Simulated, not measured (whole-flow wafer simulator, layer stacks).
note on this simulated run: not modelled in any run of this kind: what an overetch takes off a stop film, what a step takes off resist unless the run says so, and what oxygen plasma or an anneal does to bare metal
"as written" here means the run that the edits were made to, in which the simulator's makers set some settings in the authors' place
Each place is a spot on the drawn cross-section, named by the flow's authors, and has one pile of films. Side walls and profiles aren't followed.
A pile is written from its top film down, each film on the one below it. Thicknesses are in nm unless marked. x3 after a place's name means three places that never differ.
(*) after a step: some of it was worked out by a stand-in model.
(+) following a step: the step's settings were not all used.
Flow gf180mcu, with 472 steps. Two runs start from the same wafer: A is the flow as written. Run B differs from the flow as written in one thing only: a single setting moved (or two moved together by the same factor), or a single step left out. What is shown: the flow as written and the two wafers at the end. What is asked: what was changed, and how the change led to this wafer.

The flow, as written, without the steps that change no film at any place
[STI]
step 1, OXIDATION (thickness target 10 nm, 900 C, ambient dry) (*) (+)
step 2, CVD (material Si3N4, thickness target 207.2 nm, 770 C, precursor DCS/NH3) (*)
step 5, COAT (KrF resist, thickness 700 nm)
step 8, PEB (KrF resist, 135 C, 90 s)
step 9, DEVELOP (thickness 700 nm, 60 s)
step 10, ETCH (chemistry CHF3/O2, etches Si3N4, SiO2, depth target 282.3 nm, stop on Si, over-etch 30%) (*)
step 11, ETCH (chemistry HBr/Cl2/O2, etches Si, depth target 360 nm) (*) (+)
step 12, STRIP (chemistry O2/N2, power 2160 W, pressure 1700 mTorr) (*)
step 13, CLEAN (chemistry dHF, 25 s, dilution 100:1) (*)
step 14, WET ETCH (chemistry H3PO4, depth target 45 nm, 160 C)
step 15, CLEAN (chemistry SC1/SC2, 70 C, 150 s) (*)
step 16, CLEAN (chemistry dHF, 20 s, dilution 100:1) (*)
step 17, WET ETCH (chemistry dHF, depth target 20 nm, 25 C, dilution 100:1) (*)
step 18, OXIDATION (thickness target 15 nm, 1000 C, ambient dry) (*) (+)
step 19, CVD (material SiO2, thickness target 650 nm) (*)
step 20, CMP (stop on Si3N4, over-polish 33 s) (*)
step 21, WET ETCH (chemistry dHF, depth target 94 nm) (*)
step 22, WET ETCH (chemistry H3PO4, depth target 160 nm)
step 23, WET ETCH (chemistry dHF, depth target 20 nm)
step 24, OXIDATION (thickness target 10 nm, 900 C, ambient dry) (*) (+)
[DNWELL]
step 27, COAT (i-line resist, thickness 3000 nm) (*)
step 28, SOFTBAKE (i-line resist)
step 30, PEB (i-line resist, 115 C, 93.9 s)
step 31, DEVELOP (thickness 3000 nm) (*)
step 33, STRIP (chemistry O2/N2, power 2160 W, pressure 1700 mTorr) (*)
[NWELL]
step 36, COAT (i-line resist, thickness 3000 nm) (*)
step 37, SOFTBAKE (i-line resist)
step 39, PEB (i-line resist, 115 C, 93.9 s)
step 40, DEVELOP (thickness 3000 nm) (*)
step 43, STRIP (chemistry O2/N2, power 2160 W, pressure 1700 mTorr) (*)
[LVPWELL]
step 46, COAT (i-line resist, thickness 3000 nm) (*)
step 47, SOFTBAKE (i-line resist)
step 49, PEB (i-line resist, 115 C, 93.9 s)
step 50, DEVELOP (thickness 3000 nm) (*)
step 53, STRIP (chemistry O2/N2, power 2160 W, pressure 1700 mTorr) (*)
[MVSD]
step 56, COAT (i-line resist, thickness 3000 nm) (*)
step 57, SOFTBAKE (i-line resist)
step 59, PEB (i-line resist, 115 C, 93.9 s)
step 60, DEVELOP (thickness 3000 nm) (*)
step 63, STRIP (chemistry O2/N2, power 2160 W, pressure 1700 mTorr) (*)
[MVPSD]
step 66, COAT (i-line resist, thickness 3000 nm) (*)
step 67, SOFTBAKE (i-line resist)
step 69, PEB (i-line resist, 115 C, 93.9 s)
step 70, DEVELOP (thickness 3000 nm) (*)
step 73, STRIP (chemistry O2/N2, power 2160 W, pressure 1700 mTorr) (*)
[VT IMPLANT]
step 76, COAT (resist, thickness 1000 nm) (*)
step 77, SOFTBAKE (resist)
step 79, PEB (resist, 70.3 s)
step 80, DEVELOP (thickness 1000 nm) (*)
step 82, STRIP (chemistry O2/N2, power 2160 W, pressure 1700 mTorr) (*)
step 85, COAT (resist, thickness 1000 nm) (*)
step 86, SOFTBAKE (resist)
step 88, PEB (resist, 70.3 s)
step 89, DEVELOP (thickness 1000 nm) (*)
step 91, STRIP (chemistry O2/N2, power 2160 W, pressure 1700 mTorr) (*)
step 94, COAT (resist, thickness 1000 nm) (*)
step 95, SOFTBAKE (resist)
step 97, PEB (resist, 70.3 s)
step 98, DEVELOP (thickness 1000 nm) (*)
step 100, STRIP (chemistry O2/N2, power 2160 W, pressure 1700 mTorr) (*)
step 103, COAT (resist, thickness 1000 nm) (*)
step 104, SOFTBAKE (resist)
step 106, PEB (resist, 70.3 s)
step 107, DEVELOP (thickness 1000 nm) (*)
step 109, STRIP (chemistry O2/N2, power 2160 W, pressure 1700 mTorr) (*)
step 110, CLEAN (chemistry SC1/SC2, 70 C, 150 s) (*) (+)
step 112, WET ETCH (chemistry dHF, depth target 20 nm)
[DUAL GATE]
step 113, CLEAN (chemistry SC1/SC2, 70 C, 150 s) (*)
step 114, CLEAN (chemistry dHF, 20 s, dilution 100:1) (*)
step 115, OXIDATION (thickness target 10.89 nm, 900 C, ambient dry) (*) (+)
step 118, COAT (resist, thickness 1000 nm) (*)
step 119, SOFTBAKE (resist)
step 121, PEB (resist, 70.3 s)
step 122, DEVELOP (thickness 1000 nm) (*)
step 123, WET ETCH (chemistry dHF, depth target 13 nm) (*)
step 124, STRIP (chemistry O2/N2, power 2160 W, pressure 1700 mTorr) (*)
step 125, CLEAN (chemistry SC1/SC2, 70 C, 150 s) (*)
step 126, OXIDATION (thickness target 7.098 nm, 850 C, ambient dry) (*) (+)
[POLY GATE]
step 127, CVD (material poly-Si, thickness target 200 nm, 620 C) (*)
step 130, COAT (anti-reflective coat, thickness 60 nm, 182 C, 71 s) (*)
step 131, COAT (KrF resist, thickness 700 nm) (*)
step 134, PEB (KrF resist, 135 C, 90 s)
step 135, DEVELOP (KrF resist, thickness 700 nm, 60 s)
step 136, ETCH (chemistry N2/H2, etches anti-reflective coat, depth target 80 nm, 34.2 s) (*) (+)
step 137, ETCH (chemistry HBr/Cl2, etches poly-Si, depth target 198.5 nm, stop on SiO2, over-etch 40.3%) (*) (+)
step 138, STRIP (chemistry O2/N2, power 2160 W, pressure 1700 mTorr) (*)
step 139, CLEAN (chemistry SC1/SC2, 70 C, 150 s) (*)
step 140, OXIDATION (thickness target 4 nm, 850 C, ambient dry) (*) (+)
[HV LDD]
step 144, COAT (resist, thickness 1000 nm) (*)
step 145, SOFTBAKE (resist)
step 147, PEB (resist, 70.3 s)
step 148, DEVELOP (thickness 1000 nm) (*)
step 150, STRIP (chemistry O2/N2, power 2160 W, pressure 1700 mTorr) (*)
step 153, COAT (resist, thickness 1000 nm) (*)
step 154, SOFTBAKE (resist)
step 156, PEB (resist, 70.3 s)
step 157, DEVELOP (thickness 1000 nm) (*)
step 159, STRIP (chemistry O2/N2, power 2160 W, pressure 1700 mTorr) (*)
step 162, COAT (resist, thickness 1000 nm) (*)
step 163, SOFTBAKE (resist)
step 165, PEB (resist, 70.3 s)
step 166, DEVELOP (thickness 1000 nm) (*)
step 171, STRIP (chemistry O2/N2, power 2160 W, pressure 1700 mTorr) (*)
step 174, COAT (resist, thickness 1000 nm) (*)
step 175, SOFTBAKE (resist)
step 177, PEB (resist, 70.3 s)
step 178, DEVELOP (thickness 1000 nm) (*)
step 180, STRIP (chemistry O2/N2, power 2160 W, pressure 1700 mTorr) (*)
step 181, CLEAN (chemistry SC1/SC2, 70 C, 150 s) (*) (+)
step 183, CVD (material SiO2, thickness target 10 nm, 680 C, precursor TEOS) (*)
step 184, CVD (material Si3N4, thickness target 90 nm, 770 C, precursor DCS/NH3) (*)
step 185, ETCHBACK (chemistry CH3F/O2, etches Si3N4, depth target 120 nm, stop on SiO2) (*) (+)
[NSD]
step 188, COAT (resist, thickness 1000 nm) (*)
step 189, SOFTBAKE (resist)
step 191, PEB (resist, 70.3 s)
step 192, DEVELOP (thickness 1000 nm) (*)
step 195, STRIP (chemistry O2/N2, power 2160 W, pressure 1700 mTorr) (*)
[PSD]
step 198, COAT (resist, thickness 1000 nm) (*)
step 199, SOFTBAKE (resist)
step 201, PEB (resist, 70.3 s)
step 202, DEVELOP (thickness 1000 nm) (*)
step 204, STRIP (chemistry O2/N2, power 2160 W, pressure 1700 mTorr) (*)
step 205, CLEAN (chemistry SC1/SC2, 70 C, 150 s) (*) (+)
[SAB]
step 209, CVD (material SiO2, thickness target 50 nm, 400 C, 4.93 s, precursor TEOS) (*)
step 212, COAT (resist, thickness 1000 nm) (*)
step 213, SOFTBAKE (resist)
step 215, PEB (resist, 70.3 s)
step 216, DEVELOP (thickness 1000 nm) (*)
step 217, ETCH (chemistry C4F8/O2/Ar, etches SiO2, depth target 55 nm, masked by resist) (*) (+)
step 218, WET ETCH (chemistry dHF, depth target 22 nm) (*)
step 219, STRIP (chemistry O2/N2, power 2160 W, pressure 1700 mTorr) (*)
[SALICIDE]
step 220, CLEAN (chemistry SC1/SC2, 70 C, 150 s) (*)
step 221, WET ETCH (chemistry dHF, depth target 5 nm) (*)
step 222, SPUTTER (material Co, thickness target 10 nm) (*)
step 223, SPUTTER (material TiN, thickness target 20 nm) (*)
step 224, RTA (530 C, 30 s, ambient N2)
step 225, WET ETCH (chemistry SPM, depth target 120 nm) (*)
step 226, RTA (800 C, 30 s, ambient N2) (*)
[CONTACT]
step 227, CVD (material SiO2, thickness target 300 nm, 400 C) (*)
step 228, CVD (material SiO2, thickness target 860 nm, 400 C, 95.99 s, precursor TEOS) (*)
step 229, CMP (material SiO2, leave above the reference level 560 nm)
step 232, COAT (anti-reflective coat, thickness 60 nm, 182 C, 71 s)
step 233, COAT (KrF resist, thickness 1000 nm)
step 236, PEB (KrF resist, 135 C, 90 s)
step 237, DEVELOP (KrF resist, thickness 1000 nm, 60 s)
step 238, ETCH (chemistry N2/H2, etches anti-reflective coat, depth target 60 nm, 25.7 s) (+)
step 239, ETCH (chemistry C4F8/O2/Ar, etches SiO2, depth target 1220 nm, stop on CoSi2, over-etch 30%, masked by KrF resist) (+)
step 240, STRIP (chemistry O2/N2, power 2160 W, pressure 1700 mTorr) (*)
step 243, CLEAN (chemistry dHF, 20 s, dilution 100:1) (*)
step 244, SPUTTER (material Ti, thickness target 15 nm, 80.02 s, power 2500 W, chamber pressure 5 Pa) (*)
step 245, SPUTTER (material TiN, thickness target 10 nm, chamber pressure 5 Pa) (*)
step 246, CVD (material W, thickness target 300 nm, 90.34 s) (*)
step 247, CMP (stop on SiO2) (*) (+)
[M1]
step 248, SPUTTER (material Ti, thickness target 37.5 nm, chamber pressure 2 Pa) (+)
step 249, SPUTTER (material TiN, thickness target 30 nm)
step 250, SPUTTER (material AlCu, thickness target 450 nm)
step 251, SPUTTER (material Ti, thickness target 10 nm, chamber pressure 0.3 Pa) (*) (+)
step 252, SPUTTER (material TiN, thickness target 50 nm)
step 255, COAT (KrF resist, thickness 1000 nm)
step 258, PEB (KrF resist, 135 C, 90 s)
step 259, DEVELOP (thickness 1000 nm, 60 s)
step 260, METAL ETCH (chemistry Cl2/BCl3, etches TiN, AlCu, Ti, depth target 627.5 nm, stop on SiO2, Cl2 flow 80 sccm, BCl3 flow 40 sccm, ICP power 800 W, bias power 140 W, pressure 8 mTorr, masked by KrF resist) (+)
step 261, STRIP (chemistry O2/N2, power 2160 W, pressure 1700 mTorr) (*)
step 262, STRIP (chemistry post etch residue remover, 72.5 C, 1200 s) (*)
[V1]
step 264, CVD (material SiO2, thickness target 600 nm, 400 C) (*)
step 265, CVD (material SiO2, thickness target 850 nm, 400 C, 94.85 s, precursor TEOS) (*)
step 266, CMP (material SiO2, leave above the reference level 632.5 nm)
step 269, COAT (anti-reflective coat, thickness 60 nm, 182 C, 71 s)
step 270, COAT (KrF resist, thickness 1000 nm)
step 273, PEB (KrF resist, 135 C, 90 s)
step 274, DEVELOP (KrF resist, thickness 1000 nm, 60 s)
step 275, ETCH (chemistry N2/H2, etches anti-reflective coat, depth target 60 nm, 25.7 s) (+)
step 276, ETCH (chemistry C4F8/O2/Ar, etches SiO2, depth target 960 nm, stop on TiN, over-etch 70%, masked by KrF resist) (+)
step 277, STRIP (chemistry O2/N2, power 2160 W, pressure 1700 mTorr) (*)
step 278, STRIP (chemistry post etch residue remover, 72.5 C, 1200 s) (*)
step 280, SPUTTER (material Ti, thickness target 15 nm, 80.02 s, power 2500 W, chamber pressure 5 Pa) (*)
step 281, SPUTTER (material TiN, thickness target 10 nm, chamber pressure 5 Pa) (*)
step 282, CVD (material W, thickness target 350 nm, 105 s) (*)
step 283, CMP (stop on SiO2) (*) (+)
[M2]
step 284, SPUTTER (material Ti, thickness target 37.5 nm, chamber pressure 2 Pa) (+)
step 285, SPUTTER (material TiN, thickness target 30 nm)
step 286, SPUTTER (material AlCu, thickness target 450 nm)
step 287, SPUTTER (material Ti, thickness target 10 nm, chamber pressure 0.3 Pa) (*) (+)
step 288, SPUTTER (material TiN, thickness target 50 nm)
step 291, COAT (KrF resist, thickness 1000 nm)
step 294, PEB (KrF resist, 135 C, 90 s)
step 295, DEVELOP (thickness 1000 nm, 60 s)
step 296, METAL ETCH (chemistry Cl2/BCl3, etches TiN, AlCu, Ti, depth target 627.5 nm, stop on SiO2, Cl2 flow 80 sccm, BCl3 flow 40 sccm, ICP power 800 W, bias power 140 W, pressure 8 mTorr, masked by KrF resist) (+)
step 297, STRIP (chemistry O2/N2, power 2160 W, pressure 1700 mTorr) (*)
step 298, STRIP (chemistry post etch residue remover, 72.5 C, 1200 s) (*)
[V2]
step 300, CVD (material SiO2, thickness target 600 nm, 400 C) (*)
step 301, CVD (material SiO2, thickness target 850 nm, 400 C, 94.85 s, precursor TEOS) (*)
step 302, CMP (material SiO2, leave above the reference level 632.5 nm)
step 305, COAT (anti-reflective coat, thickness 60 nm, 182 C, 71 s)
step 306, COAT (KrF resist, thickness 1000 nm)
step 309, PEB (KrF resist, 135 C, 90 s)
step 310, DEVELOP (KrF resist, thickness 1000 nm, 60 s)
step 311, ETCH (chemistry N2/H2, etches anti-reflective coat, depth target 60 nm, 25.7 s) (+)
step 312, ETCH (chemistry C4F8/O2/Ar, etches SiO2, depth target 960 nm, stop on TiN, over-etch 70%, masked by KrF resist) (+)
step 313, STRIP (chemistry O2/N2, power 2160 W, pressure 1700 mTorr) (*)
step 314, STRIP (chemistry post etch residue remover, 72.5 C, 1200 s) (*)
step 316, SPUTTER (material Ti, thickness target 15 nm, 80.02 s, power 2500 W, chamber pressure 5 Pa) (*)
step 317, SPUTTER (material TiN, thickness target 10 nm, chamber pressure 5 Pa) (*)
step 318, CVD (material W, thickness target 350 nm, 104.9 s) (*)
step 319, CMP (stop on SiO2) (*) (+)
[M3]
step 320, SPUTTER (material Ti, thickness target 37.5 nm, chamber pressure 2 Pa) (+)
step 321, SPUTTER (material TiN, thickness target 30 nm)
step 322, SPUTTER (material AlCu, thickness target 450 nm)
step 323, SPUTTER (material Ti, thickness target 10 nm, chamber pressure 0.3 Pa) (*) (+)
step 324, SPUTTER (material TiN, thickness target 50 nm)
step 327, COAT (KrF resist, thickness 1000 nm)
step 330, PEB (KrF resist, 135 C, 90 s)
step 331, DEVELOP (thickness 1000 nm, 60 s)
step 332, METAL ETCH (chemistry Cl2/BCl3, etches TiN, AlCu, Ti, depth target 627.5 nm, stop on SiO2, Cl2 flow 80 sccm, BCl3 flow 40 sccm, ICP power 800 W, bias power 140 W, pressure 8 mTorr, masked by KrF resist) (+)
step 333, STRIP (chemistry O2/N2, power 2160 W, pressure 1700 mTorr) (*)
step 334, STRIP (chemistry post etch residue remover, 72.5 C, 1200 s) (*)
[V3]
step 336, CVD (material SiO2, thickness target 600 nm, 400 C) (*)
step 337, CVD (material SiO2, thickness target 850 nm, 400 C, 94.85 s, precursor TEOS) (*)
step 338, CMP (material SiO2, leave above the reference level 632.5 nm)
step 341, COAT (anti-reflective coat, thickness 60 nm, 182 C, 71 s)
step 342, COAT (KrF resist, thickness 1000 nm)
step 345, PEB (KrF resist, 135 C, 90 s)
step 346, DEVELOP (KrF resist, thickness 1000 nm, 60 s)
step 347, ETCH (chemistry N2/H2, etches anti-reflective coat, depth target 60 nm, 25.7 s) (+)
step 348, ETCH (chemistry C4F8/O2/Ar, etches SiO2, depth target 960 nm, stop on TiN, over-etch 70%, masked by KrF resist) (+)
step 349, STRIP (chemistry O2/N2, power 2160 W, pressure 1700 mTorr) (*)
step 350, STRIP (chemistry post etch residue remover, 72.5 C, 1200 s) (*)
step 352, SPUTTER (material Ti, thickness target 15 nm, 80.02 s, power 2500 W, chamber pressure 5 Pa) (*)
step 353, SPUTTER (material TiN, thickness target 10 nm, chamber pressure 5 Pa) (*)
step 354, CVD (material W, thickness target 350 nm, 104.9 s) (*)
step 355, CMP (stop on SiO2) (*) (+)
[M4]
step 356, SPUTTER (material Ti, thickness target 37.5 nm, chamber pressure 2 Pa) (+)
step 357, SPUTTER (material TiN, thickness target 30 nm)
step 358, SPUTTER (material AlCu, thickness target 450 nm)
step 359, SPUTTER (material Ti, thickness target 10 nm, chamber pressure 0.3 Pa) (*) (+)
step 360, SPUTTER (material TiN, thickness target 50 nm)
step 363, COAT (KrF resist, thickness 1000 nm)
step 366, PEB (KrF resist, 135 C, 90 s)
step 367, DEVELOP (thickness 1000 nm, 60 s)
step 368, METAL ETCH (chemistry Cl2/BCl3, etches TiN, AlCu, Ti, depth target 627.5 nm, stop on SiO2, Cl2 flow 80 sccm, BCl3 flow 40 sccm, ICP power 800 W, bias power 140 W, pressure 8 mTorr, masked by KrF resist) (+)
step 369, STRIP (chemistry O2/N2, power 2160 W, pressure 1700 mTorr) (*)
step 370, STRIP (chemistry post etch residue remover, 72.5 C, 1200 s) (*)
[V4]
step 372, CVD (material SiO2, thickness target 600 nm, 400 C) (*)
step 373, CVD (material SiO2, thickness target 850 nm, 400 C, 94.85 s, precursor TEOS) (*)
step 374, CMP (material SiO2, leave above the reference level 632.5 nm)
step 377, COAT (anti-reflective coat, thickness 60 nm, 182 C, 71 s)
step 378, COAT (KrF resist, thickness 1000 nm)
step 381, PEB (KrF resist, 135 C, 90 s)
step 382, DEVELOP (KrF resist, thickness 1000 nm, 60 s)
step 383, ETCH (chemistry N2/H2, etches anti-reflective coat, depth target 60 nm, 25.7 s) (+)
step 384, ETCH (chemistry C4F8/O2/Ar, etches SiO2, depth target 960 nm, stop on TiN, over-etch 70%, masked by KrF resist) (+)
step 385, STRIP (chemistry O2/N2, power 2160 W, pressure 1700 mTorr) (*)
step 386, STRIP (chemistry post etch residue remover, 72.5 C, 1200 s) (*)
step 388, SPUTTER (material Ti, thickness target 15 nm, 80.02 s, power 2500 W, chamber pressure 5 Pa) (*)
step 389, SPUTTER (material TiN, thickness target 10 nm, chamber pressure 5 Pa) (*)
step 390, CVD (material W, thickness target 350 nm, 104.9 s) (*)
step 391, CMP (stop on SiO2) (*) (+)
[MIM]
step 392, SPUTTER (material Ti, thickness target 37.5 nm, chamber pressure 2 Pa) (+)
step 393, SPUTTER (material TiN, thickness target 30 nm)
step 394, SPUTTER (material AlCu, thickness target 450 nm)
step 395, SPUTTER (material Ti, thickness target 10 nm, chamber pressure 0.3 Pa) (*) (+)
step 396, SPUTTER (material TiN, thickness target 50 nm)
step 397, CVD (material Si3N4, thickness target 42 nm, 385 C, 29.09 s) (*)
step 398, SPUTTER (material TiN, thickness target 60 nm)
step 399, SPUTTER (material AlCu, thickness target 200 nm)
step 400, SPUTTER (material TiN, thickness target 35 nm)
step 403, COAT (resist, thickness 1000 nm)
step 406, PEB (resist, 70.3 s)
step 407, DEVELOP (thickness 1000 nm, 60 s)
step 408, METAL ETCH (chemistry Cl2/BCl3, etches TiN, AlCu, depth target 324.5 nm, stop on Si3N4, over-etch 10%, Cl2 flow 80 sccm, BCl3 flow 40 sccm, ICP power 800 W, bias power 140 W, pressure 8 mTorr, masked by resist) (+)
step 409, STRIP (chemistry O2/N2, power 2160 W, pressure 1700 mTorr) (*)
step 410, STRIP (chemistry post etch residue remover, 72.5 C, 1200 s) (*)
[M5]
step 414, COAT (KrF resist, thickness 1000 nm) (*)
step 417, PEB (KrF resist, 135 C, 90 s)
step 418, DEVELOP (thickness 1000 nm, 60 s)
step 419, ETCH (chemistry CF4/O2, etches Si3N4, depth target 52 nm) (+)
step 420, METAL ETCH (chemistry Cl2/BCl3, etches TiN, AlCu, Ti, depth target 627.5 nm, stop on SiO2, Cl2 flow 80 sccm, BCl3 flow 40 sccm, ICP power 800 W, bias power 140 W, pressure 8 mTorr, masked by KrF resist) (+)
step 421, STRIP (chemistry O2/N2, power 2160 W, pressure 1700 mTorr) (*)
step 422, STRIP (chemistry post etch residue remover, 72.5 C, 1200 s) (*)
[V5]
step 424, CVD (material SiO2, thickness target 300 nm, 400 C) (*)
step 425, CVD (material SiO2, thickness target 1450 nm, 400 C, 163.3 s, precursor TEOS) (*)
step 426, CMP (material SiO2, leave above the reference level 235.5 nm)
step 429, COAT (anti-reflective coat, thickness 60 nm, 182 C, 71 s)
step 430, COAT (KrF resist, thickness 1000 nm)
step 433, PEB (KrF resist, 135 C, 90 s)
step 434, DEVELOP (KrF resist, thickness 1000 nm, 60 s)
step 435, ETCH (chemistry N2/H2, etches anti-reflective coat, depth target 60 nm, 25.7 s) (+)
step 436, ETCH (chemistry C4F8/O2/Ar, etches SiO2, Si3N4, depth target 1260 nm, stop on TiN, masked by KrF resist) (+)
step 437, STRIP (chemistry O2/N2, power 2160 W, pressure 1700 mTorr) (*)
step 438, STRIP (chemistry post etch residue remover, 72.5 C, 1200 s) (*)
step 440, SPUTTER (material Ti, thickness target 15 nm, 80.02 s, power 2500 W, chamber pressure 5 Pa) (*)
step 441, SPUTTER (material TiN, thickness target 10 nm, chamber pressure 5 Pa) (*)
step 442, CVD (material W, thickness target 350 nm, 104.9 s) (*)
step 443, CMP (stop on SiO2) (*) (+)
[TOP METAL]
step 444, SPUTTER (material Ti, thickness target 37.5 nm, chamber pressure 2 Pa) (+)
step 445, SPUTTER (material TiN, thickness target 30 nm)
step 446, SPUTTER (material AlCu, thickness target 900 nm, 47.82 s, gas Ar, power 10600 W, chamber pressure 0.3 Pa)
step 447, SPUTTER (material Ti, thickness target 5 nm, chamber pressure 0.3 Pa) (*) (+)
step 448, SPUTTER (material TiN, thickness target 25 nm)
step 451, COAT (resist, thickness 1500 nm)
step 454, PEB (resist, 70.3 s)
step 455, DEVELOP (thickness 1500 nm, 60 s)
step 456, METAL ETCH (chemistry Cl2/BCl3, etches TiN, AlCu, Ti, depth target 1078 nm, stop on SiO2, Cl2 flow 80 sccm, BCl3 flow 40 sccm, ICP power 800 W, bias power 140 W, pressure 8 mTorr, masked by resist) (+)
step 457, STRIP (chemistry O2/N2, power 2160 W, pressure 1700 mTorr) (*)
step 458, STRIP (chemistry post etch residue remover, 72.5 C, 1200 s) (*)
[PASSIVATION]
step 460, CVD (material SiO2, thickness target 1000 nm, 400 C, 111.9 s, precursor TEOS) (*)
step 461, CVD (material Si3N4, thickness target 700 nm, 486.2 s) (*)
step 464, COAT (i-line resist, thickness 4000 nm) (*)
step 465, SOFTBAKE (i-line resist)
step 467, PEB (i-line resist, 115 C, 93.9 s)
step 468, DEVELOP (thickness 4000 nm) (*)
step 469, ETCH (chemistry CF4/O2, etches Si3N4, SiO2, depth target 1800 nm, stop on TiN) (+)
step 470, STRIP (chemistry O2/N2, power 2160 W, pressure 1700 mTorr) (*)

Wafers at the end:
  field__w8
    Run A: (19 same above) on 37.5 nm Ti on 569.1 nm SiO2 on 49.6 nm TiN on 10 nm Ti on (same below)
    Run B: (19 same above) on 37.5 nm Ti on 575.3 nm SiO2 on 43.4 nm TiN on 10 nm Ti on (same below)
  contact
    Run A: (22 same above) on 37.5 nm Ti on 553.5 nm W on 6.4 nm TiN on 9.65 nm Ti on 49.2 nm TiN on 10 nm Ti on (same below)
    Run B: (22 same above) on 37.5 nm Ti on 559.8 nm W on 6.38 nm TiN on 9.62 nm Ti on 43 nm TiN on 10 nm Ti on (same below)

Cause: step 324, SPUTTER: thickness target 43.8 nm was run, while the flow as written has thickness target 50 nm.

Step by step, how the change led to this:
  step 324, SPUTTER (material TiN, thickness target 50 nm)
      field, field__w1, field__w2 and 108 more: A +50 TiN (new film) | B +43.8 TiN (new film)
  step 332, METAL ETCH (chemistry Cl2/BCl3, etches TiN, AlCu, Ti, depth target 627.5 nm, stop on SiO2, Cl2 flow 80 sccm, BCl3 flow 40 sccm, ICP power 800 W, bias power 140 W, pressure 8 mTorr, masked by KrF resist) (+)
      field, field__w1, field__w2 and 103 more: A -50 TiN (all of it), -10 Ti (all of it), -450 AlCu (all of it), -30 TiN (all of it), -37.5 Ti (all of it) | B -43.8 TiN (all of it), -10 Ti (all of it), -450 AlCu (all of it), -30 TiN (all of it), -37.5 Ti (all of it)
